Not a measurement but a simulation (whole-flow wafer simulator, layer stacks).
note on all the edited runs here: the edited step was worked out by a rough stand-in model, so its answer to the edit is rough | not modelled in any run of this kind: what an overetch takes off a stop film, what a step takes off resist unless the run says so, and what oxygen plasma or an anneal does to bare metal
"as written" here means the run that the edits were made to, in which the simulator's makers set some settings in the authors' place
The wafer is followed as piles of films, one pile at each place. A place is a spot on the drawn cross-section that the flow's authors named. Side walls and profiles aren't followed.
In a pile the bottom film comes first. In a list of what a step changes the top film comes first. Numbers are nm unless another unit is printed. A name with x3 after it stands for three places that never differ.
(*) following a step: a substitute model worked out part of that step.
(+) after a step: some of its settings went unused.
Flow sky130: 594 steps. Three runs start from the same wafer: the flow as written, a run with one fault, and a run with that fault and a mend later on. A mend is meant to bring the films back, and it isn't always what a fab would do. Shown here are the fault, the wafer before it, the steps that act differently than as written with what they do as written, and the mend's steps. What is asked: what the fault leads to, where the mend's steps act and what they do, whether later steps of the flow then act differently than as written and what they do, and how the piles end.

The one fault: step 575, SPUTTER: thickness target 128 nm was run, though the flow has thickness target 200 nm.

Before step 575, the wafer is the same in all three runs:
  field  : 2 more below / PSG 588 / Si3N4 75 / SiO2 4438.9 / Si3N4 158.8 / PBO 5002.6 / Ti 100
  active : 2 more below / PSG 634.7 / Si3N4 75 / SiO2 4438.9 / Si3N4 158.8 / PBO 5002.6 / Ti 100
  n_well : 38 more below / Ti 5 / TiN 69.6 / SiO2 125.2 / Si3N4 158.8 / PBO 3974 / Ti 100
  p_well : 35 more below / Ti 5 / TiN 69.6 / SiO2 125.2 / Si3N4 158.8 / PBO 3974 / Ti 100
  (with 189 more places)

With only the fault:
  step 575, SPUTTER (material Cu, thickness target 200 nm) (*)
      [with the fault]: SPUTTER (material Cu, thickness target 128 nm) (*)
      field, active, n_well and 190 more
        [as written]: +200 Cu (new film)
        [with the fault]: +128 Cu (new film)
  Later steps of the flow acting differently than as written (not shown: 6 more steps that differ only slightly, by at most 2% or 0.5 nm, whichever is larger):
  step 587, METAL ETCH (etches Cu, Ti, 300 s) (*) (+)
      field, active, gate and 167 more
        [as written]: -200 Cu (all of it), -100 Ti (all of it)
        [with the fault]: -128 Cu (all of it), -100 Ti (all of it)
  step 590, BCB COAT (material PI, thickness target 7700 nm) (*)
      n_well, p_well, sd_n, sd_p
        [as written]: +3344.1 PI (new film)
        [with the fault]: +3416.1 PI (new film)
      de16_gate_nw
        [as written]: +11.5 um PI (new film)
        [with the fault]: +11.44 um PI (new film)
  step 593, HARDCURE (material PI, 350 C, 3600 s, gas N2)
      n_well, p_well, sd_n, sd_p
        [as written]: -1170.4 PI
        [with the fault]: -1195.6 PI
  By the end, the piles at n_well, p_well, sd_n and 15 more depart from the flow's by more than 2% or 0.5 nm, whichever is larger.
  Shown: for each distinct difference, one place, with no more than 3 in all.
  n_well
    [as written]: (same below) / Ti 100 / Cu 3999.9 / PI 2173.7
    [with the fault]: (same below) / Ti 100 / Cu 3927.9 / PI 2220.5
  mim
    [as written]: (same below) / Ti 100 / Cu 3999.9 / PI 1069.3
    [with the fault]: (same below) / Ti 100 / Cu 3927.9 / PI 1136.7
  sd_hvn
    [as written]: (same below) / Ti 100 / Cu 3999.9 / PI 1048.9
    [with the fault]: (same below) / Ti 100 / Cu 3927.9 / PI 1118.3

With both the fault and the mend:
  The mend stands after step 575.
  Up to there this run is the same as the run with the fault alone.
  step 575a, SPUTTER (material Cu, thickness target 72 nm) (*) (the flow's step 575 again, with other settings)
      field, active, n_well and 190 more
        +72 Cu
  Later steps of the flow that are run all act as written at every place that is followed.
  By the end, the piles equal the flow's at every place that both follow.
